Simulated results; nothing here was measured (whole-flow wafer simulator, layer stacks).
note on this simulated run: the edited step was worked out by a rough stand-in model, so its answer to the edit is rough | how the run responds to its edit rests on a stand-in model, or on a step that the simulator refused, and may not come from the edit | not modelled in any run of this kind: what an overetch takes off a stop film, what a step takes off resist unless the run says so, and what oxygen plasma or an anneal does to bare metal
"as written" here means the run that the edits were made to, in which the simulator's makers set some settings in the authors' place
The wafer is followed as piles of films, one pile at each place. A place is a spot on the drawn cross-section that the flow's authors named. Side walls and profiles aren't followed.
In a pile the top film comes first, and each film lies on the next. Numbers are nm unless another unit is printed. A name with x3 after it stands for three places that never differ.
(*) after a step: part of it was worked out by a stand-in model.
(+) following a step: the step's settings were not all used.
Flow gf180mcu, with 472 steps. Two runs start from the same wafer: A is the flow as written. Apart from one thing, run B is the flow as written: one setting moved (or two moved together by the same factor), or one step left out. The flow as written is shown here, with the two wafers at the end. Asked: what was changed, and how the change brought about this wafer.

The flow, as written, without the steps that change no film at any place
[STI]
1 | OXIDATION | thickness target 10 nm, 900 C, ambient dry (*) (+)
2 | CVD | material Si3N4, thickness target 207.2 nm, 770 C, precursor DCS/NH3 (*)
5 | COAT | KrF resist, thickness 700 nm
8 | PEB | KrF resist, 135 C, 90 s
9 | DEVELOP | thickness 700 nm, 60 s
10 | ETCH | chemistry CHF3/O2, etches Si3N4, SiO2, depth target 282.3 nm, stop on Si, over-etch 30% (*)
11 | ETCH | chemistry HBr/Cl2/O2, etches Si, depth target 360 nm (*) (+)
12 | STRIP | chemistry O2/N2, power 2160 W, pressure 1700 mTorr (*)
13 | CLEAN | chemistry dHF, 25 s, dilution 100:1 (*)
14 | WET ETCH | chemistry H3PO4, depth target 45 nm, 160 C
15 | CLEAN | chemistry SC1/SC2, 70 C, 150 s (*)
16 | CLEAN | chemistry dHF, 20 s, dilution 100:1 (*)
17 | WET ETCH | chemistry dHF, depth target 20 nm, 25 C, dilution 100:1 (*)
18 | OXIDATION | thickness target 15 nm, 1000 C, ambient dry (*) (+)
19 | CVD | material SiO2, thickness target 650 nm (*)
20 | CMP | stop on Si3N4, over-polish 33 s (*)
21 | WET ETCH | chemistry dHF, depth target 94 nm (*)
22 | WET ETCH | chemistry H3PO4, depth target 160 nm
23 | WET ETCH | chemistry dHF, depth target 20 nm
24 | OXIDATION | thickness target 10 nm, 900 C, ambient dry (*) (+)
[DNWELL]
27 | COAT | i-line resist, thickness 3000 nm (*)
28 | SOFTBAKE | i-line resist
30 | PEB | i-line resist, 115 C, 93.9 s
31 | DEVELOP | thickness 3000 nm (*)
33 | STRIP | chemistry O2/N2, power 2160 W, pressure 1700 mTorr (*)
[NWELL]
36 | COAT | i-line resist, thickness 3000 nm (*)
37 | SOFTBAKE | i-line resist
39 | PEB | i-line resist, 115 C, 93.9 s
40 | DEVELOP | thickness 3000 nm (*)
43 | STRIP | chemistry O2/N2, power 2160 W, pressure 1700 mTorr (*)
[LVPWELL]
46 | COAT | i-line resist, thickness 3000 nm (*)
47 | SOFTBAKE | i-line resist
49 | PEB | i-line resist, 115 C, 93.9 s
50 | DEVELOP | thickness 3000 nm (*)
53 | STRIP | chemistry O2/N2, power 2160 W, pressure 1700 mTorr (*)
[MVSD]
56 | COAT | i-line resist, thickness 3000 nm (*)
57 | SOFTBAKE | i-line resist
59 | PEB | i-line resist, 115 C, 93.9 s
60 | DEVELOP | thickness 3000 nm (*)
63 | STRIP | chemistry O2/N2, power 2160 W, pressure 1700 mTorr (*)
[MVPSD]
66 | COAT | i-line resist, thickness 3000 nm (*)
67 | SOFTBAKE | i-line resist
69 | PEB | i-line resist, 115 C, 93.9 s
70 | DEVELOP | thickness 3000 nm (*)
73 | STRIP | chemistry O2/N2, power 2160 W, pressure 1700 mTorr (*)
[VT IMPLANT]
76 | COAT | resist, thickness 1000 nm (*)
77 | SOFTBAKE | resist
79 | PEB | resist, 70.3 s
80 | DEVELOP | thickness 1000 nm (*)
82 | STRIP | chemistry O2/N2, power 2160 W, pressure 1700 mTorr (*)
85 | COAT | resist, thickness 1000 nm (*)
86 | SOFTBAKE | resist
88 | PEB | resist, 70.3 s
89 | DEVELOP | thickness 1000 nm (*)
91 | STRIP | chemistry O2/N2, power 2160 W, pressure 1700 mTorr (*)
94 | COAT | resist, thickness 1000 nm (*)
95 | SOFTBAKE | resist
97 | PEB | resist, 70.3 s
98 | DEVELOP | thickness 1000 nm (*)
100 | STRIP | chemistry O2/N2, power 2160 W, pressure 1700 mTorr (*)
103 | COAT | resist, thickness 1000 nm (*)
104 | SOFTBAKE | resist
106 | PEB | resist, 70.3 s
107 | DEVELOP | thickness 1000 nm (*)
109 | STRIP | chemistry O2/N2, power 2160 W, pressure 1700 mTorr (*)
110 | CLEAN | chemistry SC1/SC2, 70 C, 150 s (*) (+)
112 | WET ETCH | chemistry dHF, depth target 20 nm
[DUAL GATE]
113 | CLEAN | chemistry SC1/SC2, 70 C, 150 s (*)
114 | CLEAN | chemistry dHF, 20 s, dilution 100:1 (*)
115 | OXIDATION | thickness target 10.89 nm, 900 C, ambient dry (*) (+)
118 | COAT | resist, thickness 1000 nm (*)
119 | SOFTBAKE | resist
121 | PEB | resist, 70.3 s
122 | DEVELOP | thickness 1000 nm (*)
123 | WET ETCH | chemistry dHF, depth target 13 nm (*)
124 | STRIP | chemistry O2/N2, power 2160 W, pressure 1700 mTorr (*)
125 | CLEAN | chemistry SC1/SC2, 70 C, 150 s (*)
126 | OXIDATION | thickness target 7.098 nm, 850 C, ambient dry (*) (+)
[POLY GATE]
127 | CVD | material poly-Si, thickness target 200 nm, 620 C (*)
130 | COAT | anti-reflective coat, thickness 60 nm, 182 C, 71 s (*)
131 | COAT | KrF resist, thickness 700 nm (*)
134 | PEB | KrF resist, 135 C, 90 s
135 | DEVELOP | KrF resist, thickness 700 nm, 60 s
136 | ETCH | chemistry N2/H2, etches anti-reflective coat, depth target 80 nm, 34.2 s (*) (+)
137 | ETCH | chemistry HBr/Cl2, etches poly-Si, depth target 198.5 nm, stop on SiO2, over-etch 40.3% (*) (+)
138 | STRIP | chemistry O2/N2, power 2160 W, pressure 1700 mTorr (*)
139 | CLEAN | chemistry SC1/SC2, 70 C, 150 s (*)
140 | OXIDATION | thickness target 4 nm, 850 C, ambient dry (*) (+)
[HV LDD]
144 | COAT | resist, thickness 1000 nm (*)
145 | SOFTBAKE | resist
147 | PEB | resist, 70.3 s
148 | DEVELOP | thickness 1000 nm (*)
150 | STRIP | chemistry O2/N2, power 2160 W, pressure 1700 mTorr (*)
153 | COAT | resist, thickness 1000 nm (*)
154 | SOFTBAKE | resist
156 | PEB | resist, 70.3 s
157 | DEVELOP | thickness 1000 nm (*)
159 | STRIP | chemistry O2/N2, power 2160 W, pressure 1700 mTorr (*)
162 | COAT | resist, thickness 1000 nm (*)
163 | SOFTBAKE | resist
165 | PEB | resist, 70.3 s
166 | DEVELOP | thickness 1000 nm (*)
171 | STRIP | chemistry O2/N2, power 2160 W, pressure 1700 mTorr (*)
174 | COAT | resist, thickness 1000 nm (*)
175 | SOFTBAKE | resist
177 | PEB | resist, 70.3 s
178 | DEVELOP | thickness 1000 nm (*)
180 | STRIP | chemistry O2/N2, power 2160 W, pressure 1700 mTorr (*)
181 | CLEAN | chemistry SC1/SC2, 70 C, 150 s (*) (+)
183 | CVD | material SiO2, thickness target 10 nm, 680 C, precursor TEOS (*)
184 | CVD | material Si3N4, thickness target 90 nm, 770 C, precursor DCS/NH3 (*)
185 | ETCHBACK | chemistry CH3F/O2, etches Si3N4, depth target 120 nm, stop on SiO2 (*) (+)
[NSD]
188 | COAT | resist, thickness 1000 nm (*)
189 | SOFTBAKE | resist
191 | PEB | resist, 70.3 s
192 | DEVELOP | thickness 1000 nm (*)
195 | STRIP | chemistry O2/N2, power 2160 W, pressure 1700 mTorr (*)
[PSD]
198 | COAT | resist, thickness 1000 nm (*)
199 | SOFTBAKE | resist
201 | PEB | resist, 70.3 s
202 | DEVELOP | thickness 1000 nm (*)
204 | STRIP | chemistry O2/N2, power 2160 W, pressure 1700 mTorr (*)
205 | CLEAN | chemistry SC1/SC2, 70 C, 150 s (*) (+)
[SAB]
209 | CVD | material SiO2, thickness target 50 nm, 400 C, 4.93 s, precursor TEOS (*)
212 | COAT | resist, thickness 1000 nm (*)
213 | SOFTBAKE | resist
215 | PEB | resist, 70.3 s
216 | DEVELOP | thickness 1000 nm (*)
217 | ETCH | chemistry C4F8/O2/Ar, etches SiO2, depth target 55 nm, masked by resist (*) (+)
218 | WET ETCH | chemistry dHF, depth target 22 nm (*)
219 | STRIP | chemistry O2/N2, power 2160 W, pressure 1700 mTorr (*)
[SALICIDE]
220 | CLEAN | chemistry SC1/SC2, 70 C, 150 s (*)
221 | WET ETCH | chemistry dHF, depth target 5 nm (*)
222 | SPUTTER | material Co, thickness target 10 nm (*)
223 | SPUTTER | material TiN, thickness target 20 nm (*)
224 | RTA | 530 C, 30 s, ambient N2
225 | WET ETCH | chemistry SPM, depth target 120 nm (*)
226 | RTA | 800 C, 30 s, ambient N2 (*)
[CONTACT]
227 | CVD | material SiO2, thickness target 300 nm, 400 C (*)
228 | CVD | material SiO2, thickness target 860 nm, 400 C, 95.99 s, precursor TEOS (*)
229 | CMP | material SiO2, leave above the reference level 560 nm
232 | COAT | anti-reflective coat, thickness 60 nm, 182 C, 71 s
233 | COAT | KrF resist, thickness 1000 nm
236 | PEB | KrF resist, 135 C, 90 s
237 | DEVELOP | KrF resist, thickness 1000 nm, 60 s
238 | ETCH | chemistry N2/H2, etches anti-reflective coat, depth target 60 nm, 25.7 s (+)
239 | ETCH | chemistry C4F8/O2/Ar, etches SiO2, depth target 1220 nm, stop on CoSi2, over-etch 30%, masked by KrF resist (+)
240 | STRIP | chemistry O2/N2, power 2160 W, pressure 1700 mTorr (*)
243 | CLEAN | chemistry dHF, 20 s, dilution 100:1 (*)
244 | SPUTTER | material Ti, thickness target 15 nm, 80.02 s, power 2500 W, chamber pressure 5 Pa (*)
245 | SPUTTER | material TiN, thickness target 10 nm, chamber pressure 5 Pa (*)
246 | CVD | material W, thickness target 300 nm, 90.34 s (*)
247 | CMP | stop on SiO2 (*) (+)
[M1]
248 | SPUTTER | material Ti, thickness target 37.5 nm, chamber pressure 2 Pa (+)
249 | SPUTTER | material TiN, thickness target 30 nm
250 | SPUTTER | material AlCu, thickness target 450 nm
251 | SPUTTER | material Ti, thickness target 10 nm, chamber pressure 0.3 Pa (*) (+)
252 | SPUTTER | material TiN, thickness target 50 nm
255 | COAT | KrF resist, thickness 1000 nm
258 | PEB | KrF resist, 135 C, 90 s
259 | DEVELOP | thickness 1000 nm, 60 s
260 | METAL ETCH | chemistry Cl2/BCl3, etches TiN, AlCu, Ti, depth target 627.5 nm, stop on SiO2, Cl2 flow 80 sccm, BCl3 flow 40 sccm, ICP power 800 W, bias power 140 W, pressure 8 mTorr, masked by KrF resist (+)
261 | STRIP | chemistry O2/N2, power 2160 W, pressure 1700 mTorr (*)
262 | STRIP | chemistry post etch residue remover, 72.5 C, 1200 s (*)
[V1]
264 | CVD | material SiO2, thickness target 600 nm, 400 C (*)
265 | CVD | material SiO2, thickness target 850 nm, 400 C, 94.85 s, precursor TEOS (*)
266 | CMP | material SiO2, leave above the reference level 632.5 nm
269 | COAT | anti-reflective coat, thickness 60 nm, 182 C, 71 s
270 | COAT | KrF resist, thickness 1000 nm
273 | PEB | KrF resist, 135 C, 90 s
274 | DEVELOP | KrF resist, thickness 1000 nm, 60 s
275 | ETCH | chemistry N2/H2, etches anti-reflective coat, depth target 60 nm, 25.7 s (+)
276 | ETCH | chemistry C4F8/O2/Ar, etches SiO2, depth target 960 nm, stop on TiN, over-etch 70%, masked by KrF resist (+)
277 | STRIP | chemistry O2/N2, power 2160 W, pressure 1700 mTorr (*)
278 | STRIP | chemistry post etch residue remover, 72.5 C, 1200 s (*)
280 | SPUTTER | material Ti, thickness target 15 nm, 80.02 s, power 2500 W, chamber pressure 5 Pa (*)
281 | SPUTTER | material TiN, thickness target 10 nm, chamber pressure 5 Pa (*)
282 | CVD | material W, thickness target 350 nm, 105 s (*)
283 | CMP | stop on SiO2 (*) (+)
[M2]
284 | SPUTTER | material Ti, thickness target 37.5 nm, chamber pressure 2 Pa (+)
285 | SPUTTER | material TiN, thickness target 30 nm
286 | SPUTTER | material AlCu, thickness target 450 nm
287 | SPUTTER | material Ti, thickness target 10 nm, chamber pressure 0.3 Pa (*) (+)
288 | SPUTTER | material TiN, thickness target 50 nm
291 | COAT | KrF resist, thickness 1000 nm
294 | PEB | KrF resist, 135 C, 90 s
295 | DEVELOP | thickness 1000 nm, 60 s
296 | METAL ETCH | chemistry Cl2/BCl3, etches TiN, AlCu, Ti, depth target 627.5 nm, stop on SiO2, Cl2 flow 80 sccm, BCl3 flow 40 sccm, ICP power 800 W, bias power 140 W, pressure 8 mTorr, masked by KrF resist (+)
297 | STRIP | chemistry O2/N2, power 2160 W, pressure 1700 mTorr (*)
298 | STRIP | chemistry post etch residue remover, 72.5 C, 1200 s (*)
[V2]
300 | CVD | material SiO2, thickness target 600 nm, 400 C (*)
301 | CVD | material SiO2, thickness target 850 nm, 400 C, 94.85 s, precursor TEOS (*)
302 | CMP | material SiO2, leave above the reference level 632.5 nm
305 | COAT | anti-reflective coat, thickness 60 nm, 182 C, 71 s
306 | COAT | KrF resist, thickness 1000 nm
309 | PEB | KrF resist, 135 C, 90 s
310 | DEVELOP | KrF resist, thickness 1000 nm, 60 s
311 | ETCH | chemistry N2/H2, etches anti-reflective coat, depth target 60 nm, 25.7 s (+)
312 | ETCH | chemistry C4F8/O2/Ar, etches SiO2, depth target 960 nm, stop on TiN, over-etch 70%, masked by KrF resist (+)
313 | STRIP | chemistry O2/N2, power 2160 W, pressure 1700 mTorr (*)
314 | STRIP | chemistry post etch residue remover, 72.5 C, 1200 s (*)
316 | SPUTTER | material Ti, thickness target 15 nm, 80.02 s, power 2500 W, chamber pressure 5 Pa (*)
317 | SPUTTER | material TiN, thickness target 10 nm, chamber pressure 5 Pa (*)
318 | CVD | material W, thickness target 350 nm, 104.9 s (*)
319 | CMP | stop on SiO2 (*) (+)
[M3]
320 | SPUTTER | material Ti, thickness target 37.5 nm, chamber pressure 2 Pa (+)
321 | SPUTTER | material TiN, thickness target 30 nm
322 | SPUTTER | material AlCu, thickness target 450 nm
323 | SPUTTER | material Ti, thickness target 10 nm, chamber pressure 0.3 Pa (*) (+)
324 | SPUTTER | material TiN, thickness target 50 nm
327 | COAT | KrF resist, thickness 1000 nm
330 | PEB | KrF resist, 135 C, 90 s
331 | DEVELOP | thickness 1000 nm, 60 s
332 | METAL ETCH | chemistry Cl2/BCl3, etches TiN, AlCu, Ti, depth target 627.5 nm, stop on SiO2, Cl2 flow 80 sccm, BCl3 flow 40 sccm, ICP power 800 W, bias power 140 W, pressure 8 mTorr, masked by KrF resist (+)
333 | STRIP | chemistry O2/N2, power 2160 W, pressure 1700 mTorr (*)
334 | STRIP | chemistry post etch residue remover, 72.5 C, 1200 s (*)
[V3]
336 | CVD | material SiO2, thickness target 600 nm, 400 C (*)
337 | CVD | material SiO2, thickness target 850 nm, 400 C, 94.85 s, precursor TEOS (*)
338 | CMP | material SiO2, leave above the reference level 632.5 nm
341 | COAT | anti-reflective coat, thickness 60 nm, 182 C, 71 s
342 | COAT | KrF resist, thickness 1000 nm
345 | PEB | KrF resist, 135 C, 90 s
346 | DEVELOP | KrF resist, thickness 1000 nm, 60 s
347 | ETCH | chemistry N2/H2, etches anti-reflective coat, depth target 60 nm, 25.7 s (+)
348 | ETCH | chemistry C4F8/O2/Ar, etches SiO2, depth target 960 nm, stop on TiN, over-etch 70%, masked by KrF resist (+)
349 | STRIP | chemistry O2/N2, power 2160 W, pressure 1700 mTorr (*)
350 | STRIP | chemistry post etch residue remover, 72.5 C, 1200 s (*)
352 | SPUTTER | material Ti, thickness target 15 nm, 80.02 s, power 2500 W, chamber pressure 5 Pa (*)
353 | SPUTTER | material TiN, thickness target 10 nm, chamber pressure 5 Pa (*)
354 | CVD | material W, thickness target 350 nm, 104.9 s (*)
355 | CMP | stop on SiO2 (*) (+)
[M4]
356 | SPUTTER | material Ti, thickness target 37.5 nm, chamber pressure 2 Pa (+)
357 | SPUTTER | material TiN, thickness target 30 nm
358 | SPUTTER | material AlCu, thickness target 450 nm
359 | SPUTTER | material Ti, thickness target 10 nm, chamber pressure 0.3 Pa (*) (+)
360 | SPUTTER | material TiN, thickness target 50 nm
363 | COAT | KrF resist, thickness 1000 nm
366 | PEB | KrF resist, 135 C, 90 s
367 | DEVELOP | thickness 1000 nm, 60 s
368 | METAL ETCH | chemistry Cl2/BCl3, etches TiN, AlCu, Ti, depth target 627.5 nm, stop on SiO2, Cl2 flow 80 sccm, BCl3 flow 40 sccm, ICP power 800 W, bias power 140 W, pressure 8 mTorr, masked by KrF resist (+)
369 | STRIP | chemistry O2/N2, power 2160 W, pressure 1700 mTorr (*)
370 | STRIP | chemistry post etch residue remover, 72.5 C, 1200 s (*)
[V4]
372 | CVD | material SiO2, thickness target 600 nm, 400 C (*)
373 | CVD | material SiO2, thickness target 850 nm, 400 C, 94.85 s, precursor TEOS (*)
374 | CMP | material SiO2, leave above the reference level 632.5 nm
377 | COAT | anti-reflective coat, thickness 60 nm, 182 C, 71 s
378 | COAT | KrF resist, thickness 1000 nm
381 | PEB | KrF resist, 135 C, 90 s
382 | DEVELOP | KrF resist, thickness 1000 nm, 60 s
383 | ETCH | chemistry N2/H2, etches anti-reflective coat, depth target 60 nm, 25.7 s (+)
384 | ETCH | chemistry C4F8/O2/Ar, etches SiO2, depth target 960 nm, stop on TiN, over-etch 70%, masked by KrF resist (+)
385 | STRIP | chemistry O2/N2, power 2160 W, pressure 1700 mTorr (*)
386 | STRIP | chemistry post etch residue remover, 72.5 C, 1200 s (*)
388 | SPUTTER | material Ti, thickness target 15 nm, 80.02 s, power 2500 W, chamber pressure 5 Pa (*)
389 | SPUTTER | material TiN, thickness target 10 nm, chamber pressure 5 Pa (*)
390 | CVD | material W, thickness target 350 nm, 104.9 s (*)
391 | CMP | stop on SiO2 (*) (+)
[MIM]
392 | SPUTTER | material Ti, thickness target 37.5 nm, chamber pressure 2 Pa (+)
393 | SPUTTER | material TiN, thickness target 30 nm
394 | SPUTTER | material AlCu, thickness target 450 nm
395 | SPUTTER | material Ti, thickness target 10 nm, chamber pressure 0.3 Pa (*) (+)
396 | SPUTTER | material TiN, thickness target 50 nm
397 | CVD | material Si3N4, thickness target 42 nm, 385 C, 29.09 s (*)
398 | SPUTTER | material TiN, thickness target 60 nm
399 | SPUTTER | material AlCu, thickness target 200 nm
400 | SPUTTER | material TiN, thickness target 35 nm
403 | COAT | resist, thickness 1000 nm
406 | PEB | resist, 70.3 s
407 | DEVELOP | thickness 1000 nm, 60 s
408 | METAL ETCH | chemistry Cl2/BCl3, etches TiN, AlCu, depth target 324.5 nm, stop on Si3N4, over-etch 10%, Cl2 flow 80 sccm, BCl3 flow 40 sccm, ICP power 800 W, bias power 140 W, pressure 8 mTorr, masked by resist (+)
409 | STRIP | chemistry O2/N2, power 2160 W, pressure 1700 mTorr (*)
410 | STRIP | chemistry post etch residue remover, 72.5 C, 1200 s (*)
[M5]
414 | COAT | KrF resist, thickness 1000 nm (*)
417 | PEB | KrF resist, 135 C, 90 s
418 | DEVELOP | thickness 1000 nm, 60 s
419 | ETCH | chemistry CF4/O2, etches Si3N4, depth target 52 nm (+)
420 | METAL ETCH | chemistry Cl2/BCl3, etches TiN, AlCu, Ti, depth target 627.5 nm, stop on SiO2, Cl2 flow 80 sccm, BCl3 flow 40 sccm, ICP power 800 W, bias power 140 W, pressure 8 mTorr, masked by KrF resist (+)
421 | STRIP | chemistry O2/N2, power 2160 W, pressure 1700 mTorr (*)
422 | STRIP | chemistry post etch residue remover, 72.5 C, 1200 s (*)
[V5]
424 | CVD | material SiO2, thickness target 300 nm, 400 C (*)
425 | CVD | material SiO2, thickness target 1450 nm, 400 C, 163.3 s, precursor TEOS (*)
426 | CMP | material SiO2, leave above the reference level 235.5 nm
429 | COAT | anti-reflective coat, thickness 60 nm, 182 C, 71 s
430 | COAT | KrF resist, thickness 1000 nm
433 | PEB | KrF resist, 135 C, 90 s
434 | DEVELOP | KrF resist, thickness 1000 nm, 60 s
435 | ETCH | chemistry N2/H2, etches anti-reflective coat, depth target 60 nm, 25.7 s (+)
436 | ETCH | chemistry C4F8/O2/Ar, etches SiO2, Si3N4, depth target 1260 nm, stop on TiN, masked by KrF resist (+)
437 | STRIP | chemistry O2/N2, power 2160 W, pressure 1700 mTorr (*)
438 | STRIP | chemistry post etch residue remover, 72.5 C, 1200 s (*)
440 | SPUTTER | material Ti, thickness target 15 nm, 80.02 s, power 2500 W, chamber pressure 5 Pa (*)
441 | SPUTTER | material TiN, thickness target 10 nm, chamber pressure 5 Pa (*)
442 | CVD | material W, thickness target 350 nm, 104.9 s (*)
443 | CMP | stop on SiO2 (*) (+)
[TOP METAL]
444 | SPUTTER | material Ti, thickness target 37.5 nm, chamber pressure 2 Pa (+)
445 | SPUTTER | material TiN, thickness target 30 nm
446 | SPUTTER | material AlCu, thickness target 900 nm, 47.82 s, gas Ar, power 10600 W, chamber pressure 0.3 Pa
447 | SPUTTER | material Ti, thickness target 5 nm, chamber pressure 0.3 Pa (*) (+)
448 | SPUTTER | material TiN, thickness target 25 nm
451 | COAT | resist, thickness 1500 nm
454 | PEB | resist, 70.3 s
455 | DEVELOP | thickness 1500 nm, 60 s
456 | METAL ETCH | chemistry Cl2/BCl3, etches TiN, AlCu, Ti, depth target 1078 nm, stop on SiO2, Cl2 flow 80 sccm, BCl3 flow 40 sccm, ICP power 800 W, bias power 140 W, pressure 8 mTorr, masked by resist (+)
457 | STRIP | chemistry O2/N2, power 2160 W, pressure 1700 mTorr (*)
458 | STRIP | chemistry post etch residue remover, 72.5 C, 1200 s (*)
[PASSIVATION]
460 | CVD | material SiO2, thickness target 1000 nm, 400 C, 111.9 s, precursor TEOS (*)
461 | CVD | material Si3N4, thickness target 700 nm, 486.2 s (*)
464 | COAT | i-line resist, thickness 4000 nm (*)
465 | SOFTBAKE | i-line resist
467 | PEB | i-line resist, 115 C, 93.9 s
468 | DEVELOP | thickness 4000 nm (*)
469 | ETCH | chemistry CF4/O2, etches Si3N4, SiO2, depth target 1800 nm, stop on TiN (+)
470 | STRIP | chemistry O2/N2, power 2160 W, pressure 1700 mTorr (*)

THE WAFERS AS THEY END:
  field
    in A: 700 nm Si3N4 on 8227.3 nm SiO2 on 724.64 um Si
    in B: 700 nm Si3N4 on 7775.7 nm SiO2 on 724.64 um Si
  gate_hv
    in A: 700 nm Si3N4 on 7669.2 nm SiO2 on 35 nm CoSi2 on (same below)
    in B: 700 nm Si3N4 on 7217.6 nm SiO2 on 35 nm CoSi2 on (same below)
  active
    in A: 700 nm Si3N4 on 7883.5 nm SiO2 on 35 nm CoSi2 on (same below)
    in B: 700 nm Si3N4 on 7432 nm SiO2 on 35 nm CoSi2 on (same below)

Cause: step 460, CVD: thickness target 540 nm was run, though the flow has thickness target 1000 nm; step 460, CVD: 60.45 s was run, where the flow has 111.9 s.

Step by step, how the change led to this:
  460 | CVD | material SiO2, thickness target 1000 nm, 400 C, 111.9 s, precursor TEOS (*)
      field, field__w1, field__w2 and 103 more: A SiO2 gains 1000 | B SiO2 gains 548.4
      field__w8, contact, m1, m1__w1, pad, m1_nw: A SiO2 gains 1000 (new film) | B SiO2 gains 548.4 (new film)
  465 | SOFTBAKE | i-line resist
      gate: A i-line resist gains 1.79 | B i-line resist loses 0.38
      ld_acc_p, ld_fp_p, ld_drift_p: A i-line resist gains 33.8 | B i-line resist gains 26.8
      (and at 57 other places as well)
  469 | ETCH | chemistry CF4/O2, etches Si3N4, SiO2, depth target 1800 nm, stop on TiN (+)
      pad: A Si3N4 loses 700 (all of it), SiO2 loses 1000 (all of it) | B Si3N4 loses 700 (all of it), SiO2 loses 548.4 (all of it)
